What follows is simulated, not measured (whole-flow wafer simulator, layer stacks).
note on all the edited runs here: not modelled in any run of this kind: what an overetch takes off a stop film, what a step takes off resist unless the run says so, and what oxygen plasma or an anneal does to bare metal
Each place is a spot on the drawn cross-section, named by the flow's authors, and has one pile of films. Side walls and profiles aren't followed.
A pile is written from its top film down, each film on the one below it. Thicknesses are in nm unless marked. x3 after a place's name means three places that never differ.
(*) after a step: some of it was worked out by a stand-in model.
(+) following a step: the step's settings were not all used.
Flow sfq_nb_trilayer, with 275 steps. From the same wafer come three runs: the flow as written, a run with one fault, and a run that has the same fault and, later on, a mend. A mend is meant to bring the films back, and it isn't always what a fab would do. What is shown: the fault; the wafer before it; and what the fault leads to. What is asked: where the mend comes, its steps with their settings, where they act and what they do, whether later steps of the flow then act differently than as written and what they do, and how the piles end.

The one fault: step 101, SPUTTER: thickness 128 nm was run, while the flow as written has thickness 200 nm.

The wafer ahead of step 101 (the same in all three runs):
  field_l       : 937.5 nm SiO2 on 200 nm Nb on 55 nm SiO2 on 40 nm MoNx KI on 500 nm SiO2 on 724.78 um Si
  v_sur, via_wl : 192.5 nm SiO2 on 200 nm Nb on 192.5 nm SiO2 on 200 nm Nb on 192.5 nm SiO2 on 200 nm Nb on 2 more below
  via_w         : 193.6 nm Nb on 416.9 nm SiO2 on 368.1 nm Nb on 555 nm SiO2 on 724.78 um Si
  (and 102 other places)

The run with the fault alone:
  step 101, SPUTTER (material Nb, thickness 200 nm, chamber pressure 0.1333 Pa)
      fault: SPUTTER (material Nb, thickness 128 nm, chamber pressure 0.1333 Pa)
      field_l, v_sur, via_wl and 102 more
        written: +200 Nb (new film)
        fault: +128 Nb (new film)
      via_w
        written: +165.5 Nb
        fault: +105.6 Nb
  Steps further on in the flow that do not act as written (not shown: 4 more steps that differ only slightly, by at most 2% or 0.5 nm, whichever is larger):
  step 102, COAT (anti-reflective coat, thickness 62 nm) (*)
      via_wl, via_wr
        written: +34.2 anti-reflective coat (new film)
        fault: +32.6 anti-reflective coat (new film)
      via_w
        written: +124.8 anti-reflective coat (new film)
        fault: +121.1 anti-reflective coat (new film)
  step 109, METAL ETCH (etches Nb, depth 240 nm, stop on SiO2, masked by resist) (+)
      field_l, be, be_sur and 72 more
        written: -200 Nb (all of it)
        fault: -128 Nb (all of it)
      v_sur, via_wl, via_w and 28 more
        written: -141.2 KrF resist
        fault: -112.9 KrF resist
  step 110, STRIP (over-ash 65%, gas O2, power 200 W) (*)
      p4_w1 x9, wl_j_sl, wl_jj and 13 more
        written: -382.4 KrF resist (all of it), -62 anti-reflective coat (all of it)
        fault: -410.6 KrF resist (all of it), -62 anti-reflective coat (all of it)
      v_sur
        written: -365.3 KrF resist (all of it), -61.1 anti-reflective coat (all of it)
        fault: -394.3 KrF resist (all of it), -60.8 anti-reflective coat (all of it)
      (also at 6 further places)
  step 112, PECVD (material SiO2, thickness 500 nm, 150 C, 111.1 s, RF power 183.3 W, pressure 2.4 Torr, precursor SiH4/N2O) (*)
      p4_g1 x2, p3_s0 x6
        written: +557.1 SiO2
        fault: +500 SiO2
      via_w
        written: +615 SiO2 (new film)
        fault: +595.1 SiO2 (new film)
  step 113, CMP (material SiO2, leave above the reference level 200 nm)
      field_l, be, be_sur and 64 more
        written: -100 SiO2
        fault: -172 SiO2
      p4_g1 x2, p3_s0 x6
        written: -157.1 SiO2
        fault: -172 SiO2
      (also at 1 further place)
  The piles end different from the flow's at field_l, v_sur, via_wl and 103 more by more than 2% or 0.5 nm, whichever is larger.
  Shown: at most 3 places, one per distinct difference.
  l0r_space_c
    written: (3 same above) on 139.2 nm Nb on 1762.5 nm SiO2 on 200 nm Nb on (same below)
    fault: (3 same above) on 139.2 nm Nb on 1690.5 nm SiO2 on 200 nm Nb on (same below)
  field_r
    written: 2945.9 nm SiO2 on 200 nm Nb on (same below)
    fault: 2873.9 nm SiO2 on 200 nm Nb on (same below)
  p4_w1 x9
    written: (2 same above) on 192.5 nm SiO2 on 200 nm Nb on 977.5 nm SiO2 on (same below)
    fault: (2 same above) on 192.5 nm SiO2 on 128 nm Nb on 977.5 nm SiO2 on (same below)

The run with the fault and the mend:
  The mend stands after step 101.
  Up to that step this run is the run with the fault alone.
  step 101a, SPUTTER (material Nb, thickness 72 nm, chamber pressure 0.1333 Pa) (the flow's step 101, run once more with other settings)
      field_l, v_sur, via_wl and 102 more
        +72 Nb
      via_w
        +57.5 Nb
  Every later step of the flow that is run acts as written, at every place that is followed, to within 2% or 0.5 nm, whichever is larger.
  When the end is reached, the piles differ only a little from the flow's at the places that both follow, at most by 2% or 0.5 nm, whichever is larger.
